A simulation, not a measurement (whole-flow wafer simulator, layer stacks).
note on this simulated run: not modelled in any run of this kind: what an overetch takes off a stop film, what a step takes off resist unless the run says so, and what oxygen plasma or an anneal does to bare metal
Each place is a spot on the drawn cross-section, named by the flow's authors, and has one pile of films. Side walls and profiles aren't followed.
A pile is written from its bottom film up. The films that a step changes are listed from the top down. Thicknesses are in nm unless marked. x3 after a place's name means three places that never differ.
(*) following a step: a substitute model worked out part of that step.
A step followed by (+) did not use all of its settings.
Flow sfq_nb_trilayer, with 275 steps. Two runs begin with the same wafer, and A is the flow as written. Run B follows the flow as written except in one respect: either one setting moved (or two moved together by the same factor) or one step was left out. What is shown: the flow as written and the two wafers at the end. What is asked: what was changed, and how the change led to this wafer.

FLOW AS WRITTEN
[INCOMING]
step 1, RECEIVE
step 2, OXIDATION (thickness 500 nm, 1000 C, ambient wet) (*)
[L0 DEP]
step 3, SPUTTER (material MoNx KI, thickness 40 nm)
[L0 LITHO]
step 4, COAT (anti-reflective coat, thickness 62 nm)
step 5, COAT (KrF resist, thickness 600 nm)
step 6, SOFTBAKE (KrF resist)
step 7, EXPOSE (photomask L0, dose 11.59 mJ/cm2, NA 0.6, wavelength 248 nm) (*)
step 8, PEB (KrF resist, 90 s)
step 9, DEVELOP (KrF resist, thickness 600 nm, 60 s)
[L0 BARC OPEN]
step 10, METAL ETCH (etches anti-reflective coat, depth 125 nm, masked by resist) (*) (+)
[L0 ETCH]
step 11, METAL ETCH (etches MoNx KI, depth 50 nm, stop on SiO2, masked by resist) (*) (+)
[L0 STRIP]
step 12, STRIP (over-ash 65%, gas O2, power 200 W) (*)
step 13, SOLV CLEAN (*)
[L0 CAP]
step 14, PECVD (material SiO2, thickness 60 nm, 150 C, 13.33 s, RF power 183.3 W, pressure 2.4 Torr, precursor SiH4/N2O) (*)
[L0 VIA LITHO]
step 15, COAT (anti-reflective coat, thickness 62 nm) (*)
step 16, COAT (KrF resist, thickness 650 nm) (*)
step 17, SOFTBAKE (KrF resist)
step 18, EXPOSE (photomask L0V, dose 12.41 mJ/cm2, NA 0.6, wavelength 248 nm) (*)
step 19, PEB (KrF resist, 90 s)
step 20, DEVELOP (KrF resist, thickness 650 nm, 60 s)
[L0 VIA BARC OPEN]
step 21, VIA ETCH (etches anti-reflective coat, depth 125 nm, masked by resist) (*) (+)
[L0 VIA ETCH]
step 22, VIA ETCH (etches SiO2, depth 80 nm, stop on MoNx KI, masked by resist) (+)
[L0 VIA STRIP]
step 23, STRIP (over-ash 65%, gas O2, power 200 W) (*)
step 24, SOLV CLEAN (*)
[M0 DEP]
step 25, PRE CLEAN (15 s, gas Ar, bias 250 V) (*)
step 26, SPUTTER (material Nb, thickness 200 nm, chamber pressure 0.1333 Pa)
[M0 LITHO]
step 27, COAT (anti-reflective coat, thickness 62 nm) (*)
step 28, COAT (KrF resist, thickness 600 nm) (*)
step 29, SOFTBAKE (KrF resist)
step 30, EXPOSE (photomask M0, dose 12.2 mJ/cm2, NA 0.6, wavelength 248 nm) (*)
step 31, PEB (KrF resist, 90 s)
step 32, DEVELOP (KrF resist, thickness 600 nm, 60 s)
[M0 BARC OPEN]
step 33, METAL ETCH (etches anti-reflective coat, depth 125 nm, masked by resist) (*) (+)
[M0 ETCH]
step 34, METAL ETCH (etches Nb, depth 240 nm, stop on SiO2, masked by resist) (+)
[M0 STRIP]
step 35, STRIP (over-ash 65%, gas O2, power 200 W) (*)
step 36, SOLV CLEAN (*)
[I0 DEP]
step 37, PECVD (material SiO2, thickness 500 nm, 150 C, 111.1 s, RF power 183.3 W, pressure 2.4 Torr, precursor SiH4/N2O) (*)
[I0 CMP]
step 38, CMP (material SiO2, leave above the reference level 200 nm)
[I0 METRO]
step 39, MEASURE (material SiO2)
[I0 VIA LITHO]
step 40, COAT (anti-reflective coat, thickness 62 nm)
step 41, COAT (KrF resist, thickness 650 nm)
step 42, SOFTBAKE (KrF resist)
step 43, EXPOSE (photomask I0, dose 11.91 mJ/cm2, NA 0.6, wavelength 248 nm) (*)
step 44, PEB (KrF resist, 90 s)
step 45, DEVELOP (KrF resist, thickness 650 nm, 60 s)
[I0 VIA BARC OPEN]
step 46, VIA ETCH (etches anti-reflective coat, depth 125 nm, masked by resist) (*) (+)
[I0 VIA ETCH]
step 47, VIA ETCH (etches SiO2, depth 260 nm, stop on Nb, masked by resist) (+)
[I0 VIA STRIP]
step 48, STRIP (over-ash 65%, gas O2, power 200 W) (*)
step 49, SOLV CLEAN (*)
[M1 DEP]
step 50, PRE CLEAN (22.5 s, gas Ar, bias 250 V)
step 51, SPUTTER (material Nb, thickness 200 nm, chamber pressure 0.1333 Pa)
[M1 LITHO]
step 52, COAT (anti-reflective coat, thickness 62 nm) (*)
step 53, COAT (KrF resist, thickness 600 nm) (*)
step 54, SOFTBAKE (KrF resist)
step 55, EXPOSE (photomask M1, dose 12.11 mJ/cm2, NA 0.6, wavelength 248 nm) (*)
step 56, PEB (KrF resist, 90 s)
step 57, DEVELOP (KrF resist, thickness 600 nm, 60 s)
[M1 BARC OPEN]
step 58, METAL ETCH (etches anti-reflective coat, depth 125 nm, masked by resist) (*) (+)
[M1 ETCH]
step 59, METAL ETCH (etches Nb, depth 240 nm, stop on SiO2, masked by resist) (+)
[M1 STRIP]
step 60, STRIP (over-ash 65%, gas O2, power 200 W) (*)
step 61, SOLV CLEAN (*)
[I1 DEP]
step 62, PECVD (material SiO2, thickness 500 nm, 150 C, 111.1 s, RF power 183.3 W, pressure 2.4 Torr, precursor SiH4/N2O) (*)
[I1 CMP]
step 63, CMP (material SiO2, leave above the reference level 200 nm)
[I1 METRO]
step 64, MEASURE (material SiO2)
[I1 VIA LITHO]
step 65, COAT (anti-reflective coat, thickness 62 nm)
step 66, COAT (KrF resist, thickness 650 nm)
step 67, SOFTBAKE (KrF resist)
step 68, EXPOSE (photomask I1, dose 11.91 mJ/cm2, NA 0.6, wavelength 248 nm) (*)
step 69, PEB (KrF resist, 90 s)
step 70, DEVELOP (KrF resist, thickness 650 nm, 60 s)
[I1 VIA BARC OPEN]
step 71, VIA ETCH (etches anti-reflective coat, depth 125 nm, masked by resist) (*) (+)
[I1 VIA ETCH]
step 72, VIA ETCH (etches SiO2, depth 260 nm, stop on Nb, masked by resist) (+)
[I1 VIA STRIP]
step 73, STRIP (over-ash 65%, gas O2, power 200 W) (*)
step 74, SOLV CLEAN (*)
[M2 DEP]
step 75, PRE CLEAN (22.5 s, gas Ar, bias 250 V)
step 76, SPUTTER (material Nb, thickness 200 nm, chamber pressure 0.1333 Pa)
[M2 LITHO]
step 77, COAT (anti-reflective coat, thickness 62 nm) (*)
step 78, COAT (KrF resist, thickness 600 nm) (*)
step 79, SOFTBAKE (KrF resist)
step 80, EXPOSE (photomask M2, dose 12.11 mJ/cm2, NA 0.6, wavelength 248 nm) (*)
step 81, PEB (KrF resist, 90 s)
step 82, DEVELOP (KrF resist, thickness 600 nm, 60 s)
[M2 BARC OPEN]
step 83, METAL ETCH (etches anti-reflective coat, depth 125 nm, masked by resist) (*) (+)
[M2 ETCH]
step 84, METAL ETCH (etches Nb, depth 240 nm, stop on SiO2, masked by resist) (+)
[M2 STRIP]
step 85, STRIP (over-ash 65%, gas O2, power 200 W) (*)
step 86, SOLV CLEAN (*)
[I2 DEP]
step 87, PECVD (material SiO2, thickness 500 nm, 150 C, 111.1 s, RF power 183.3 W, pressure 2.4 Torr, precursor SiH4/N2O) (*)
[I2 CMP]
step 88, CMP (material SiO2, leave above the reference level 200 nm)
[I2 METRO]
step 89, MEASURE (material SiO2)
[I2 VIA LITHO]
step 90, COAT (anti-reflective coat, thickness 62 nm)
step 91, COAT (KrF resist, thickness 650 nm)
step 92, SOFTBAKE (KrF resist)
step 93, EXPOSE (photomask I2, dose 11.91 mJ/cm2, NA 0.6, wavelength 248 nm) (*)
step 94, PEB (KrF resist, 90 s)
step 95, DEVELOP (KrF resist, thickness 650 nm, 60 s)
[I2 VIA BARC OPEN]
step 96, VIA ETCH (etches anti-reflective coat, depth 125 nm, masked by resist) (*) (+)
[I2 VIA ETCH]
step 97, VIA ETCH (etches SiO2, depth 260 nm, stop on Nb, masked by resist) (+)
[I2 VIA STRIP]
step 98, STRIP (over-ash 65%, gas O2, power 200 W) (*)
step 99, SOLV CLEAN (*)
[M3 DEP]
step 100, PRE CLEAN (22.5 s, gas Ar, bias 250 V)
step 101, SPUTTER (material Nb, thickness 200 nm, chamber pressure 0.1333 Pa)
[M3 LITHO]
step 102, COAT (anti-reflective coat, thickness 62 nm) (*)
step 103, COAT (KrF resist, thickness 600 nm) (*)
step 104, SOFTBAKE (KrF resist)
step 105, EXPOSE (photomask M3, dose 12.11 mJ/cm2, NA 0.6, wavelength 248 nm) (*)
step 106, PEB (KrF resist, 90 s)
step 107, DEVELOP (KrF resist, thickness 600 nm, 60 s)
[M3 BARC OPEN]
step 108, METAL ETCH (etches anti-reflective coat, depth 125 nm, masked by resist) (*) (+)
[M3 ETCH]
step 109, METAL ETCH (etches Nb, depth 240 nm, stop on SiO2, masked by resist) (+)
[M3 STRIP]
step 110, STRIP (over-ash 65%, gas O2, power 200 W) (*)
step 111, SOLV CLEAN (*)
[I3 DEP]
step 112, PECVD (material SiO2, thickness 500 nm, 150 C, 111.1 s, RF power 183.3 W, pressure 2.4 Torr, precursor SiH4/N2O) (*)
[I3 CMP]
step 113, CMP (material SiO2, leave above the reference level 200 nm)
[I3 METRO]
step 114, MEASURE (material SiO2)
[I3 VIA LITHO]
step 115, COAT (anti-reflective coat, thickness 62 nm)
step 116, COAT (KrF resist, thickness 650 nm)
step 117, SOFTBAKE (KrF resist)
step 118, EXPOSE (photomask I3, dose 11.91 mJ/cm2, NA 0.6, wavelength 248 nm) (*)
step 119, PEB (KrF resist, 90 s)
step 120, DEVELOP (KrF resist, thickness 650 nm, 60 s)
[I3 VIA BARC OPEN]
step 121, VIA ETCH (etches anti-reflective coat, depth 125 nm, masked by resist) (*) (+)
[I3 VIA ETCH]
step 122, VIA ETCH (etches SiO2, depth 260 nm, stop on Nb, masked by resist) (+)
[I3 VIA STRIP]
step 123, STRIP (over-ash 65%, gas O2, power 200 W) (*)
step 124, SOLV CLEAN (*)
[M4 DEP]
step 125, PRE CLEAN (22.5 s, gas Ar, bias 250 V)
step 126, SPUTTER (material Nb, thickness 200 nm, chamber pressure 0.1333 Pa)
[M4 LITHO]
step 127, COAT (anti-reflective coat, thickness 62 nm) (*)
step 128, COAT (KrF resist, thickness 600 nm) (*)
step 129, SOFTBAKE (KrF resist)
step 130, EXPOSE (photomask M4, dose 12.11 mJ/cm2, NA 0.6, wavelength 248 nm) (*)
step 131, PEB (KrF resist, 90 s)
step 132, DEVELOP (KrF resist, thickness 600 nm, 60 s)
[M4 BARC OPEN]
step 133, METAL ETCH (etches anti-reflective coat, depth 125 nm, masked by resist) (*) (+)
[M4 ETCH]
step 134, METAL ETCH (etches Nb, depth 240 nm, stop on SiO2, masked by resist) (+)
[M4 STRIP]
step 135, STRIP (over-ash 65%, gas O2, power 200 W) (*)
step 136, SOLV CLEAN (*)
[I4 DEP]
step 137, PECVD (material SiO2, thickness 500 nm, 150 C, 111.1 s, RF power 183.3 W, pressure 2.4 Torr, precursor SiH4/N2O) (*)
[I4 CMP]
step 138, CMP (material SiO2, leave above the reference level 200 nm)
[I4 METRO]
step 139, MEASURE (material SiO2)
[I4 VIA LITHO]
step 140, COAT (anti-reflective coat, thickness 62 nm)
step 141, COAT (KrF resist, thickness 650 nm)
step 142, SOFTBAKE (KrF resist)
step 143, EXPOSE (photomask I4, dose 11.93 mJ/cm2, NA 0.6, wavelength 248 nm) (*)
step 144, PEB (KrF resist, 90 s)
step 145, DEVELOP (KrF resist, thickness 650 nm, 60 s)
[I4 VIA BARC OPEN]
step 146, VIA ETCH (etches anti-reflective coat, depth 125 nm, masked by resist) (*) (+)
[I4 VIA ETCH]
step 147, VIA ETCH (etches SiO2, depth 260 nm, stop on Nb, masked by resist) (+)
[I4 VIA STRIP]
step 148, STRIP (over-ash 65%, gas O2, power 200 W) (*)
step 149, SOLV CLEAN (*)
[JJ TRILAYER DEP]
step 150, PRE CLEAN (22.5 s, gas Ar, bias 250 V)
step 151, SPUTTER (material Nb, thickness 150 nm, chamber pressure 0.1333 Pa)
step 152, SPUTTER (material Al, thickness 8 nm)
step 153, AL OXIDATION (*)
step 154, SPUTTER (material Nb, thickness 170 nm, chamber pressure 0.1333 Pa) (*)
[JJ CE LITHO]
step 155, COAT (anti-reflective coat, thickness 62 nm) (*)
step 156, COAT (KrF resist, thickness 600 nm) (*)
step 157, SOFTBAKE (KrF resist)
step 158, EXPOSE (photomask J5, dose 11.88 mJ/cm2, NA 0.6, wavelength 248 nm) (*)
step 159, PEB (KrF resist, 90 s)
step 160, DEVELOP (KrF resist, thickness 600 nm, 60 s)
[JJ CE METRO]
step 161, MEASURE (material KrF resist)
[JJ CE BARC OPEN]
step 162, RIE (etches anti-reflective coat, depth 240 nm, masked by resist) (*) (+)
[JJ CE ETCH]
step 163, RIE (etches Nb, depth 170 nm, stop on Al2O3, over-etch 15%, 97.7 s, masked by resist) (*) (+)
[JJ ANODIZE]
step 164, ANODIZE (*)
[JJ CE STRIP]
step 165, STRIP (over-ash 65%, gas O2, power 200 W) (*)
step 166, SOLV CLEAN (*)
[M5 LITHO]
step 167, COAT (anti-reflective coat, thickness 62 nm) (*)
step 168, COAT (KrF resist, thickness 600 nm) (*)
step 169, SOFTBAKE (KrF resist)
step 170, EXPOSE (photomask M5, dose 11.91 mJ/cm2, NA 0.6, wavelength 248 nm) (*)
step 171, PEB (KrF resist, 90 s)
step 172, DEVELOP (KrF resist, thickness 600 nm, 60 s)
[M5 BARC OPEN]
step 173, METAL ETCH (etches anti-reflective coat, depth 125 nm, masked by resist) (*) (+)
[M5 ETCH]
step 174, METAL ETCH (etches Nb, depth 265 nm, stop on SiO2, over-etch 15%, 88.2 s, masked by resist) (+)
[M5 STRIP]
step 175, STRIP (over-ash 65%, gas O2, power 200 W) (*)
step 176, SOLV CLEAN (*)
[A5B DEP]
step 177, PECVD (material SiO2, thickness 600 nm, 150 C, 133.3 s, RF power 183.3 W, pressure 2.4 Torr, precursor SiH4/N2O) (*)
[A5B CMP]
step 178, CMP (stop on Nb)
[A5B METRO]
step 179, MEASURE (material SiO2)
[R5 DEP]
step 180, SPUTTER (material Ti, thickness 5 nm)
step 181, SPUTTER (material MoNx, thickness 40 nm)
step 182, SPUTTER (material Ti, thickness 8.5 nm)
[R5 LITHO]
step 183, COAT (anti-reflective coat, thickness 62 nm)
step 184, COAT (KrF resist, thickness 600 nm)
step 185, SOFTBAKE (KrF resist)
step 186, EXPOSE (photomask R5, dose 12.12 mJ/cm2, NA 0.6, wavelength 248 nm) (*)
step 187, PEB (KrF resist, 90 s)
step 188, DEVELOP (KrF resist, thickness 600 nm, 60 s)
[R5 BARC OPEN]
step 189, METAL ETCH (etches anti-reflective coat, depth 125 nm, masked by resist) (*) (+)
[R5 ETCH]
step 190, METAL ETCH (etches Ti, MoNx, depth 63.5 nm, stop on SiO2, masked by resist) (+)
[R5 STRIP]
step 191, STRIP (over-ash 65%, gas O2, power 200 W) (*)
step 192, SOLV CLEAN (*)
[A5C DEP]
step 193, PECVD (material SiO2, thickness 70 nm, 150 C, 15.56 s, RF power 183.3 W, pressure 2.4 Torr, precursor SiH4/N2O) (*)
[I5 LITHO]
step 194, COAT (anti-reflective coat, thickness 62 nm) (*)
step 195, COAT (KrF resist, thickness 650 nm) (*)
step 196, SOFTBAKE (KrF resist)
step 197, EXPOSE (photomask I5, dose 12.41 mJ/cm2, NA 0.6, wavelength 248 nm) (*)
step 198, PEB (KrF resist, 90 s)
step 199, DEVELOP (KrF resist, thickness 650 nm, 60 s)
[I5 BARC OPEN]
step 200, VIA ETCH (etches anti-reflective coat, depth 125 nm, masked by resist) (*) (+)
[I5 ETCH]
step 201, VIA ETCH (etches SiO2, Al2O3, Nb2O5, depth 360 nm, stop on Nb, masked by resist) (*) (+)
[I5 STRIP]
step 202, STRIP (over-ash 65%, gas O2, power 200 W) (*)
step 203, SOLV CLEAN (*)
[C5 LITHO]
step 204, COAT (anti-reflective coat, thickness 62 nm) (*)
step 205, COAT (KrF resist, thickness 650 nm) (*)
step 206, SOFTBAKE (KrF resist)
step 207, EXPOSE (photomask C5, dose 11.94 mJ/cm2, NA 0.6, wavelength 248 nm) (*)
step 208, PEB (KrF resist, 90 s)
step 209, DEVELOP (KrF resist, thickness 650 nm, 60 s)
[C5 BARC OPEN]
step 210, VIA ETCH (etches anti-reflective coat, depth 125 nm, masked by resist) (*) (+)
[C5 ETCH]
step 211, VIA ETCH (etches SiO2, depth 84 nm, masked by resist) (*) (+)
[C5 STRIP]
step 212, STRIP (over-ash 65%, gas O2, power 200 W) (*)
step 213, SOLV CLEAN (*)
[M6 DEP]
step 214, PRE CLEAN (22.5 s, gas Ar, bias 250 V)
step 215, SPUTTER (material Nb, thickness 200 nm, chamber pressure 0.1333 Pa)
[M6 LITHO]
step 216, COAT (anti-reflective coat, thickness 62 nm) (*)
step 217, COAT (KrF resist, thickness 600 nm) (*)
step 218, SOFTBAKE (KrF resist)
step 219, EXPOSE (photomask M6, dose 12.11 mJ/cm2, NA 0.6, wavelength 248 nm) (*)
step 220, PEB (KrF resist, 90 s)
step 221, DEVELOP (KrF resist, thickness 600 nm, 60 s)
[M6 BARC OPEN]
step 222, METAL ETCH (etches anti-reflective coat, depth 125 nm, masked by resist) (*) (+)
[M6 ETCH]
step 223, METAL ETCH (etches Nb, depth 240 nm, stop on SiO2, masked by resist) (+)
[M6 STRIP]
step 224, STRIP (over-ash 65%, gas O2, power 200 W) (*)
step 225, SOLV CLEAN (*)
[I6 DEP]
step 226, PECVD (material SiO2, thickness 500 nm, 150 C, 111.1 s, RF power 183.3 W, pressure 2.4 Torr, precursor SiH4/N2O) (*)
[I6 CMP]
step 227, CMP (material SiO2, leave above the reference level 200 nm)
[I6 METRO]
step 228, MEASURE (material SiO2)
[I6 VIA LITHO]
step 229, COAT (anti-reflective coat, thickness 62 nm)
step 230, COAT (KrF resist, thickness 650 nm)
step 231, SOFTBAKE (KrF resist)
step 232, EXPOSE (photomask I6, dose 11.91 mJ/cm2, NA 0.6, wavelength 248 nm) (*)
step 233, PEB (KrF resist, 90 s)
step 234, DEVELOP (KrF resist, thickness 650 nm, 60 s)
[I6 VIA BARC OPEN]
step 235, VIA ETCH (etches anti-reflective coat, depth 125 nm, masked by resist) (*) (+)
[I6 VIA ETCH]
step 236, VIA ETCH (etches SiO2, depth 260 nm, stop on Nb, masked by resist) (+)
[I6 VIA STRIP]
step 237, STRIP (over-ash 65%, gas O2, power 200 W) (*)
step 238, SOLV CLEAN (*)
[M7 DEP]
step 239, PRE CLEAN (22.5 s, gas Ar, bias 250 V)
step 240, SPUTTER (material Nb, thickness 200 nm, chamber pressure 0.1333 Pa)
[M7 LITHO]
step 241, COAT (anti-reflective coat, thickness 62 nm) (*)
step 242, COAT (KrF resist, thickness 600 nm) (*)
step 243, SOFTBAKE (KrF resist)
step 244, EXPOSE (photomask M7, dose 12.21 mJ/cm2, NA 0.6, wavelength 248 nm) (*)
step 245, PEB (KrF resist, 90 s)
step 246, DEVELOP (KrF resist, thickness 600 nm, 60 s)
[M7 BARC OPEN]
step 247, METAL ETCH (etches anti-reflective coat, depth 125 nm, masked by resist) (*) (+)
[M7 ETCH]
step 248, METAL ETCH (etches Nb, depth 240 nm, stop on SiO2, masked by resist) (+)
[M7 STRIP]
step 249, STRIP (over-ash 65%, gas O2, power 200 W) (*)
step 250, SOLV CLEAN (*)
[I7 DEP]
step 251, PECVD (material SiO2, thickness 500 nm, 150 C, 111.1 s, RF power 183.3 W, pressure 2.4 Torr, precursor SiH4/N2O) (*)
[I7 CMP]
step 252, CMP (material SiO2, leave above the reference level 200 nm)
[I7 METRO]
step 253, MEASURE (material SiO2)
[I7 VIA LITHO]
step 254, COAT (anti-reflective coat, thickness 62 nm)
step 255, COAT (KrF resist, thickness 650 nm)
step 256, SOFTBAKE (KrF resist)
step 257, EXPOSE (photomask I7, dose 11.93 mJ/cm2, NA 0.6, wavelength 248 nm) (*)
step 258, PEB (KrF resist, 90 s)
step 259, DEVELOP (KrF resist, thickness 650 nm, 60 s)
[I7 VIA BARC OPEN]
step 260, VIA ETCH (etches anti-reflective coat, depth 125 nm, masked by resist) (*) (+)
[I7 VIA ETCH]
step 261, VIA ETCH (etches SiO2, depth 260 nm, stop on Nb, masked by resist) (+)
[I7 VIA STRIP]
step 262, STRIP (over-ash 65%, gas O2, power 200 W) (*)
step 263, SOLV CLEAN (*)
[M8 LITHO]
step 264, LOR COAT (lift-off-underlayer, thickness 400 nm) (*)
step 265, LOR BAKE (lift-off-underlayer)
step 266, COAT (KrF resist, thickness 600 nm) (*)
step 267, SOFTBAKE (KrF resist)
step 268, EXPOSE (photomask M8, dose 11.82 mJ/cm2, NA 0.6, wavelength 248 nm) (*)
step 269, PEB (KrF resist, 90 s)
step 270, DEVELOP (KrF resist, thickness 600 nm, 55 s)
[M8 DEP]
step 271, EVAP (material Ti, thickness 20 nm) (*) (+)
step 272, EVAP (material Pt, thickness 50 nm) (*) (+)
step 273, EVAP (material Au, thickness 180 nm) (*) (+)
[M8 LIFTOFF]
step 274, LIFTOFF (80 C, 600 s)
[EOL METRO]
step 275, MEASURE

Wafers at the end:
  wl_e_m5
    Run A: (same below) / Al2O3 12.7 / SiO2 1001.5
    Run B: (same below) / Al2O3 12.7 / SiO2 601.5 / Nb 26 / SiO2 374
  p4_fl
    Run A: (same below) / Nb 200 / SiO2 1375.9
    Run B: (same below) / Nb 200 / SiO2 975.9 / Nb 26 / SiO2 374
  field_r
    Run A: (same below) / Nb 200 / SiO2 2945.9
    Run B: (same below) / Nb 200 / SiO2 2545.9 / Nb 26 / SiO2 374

What caused this: step 248, METAL ETCH: depth 174 nm was run, though the flow has depth 240 nm.

The path from the change to this, step by step:
  step 248, METAL ETCH (etches Nb, depth 240 nm, stop on SiO2, masked by resist) (+)
      field_l, field_r, lsp_l and 62 more: A Nb loses 200 (all of it) | B Nb loses 174
      v_sur, via_wl, via_w and 38 more: A KrF resist loses 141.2 | B KrF resist loses 102.4
  step 249, STRIP (over-ash 65%, gas O2, power 200 W) (*)
      wl_j_sl, wl_jj, wl_j_sr and 14 more: A KrF resist loses 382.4 (all of it), anti-reflective coat loses 62 (all of it) | B KrF resist loses 421.2 (all of it), anti-reflective coat loses 62 (all of it)
      ln_m5, lsp_m: A KrF resist loses 381.9 (all of it), anti-reflective coat loses 61.8 (all of it) | B KrF resist loses 420.7 (all of it), anti-reflective coat loses 61.8 (all of it)
      (and at 22 other places as well)
  step 251, PECVD (material SiO2, thickness 500 nm, 150 C, 111.1 s, RF power 183.3 W, pressure 2.4 Torr, precursor SiH4/N2O) (*)
      field_l, p4_fl, p4_fm and 56 more: A SiO2 gains 500 | B SiO2 gains 500 (new film)
      field_r, lsp_l: A SiO2 gains 477.7 | B SiO2 gains 480.6 (new film)
      (and at 4 other places as well)
  step 252, CMP (material SiO2, leave above the reference level 200 nm)
      field_l, p4_fl, p4_fm and 56 more: A SiO2 loses 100 | B SiO2 loses 126
      field_r, lsp_l: A SiO2 loses 77.7 | B SiO2 loses 106.6
      (and at 2 other places as well)
Taking metal films that touch as one body, wl_e_m5 has 7 bodies (between them, from the top down: SiO2 601.5 / Al2O3 12.7 / Nb2O5 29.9; SiO2 192.5; SiO2 192.5; SiO2 192.5; SiO2 192.5; SiO2 192.5); the flow as written gives 6 bodies (between them, from the top down: SiO2 192.5; SiO2 192.5; SiO2 192.5; SiO2 192.5; SiO2 192.5).
Taking metal films that touch as one body, p4_fl has 3 bodies (between them, from the top down: SiO2 975.9; SiO2 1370); the flow as written gives 2 bodies (between them, from the top down: SiO2 1370).
Taking metal films that touch as one body, field_r has 2 bodies (between them, from the top down: SiO2 2545.9); the flow as written gives 1 body.
